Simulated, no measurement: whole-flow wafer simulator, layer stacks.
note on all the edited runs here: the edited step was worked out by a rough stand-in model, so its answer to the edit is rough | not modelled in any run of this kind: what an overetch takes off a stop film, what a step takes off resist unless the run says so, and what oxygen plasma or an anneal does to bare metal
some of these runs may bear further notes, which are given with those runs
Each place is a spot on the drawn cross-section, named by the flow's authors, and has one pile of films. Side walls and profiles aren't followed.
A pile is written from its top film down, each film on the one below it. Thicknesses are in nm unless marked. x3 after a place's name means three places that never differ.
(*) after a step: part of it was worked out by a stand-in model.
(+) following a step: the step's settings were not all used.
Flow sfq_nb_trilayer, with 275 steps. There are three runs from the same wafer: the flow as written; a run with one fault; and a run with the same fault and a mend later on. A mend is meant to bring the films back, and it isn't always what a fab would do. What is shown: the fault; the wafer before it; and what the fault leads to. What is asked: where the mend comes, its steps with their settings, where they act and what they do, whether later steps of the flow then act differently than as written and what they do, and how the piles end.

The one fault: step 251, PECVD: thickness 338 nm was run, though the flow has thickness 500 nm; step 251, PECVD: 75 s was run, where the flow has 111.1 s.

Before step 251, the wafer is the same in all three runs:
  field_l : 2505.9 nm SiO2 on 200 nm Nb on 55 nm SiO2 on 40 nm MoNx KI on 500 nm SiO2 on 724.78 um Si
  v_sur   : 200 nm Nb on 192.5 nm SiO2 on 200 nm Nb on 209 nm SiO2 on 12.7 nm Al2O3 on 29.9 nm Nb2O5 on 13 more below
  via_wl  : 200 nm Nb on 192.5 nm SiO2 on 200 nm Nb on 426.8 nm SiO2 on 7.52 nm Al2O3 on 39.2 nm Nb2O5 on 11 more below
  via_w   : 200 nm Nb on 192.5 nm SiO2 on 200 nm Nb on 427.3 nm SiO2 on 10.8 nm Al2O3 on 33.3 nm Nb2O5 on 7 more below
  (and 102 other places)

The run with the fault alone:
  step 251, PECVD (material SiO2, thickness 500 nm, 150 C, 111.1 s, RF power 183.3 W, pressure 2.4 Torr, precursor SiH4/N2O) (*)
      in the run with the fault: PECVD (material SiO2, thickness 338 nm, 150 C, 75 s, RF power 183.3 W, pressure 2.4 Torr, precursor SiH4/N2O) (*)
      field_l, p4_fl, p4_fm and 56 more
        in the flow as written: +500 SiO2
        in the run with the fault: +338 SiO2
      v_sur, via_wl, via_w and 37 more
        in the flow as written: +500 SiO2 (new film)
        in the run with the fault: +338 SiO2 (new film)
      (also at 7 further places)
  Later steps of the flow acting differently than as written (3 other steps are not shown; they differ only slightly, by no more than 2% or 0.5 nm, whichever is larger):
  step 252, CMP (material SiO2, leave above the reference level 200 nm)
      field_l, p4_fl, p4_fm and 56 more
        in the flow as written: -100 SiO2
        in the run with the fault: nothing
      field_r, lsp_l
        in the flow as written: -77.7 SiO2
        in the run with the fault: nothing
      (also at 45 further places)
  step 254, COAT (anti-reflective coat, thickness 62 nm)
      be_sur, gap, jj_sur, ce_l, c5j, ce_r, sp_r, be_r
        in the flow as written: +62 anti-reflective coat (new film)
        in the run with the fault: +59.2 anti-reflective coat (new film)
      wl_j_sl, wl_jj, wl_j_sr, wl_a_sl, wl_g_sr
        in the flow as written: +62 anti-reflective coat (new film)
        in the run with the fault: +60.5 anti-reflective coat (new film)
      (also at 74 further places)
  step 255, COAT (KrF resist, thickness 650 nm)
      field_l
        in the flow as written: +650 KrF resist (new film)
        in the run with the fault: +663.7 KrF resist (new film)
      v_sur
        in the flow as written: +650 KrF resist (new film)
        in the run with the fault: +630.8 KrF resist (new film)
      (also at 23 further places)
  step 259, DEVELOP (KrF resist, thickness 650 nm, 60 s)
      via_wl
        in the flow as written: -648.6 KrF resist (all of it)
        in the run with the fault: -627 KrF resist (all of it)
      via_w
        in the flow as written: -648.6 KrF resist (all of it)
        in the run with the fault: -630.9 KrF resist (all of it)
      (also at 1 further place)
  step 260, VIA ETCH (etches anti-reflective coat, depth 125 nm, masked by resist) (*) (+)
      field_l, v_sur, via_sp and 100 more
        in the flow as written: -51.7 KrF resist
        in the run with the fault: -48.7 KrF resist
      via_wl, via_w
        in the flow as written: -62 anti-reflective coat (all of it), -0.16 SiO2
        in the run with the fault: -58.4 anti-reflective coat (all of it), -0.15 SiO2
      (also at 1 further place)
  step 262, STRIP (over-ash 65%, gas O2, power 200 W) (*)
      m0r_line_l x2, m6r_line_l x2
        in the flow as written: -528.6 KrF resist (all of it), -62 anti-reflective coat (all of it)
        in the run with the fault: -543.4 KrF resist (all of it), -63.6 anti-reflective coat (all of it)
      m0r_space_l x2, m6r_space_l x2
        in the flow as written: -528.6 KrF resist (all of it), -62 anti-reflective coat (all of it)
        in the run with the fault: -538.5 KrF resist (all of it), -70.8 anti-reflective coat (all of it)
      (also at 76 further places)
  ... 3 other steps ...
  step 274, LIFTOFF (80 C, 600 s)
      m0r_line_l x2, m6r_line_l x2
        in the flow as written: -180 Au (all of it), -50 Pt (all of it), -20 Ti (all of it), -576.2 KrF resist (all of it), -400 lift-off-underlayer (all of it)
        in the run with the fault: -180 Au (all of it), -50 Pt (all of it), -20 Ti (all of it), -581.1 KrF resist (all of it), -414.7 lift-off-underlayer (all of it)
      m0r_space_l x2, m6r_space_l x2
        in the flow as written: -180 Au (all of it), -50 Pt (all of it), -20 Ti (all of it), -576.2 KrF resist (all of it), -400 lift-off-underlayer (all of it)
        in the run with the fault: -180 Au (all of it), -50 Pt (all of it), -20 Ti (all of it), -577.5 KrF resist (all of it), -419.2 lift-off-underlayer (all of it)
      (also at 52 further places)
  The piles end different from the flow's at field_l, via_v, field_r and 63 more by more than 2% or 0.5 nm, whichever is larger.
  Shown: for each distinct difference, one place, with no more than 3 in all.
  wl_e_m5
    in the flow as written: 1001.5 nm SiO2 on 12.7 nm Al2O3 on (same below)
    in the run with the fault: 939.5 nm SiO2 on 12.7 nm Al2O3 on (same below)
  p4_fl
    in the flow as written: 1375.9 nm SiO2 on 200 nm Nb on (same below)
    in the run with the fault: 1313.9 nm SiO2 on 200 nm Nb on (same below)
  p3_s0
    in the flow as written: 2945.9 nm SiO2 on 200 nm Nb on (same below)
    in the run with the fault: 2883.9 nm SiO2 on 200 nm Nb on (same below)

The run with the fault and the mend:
  After step 251 comes the mend.
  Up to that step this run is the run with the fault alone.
  step 251a, PECVD (material SiO2, thickness 162 nm, 150 C, 36 s, RF power 183.3 W, pressure 2.4 Torr, precursor SiH4/N2O) (*) (the flow's step 251 again, with other settings)
      field_l, v_sur, via_wl and 98 more
        +162 SiO2
      field_r, lsp_l
        +155.6 SiO2
      l0_sur, l0v
        +158.4 SiO2
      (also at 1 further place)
  Later steps of the flow acting differently than as written:
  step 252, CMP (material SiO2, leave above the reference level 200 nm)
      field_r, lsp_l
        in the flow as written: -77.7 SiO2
        in the run with the mend: -79.8 SiO2
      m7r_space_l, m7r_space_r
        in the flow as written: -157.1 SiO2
        in the run with the mend: -100 SiO2
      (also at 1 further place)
  At every place that both follow, the piles at the end match the flow's.
